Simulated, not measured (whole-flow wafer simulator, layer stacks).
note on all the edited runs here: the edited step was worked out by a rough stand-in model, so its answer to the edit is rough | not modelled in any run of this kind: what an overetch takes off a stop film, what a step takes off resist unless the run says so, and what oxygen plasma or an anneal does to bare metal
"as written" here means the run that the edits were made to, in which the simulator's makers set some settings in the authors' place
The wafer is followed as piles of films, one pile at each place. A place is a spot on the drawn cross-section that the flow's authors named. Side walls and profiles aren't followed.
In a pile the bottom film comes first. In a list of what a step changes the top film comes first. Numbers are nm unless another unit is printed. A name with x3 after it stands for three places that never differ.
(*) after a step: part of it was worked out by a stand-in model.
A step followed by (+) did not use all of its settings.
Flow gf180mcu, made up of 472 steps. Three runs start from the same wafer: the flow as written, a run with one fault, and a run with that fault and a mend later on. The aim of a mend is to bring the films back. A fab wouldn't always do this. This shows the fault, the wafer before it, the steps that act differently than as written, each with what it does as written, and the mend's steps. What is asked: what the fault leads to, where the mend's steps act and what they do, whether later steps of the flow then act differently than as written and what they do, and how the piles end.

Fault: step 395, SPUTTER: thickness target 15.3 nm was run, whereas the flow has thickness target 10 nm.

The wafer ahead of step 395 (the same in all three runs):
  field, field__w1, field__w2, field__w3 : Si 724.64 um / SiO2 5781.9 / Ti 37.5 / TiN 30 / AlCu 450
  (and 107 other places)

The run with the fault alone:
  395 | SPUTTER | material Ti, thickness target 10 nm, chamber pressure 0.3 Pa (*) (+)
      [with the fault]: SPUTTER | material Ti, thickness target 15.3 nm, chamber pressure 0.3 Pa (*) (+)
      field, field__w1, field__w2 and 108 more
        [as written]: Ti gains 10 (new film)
        [with the fault]: Ti gains 15.3 (new film)
  Steps later in the flow that act otherwise than as written (1 more step, not shown, differs only slightly: by at most 2% or 0.5 nm, whichever is larger):
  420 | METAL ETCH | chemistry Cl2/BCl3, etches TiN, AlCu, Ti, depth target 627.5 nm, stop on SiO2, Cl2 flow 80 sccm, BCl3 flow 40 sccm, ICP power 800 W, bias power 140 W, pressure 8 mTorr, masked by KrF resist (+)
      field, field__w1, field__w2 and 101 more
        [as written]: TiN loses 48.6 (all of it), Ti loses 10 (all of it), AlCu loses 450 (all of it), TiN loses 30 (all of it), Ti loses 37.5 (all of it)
        [with the fault]: TiN loses 48.6 (all of it), Ti loses 15.3 (all of it), AlCu loses 450 (all of it), TiN loses 30 (all of it), Ti loses 37.5 (all of it)
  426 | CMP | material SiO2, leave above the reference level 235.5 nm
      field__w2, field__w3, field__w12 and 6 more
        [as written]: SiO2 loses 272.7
        [with the fault]: SiO2 loses 267.1
  By the end, the piles at field__w4, field__w8, contact, m1, m1__w1, mim, mim_1p0, m1_nw depart from the flow's by more than 2% or 0.5 nm, whichever is larger.
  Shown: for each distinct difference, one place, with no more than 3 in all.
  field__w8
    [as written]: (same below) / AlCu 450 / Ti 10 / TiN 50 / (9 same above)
    [with the fault]: (same below) / AlCu 450 / Ti 15.3 / TiN 50 / (9 same above)
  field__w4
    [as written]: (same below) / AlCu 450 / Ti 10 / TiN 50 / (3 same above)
    [with the fault]: (same below) / AlCu 450 / Ti 15.3 / TiN 50 / (3 same above)
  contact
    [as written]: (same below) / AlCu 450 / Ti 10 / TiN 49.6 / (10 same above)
    [with the fault]: (same below) / AlCu 450 / Ti 15.3 / TiN 49.6 / (10 same above)

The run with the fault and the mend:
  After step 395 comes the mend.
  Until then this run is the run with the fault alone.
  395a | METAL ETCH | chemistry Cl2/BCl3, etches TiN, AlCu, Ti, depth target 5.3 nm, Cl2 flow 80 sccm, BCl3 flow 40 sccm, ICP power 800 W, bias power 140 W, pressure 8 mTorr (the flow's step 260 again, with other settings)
      field, field__w1, field__w2 and 108 more
        Ti loses 5.3
  Every later step of the flow that is run acts as written at every place that is followed.
  The piles end the same as the flow's at every place that both follow.
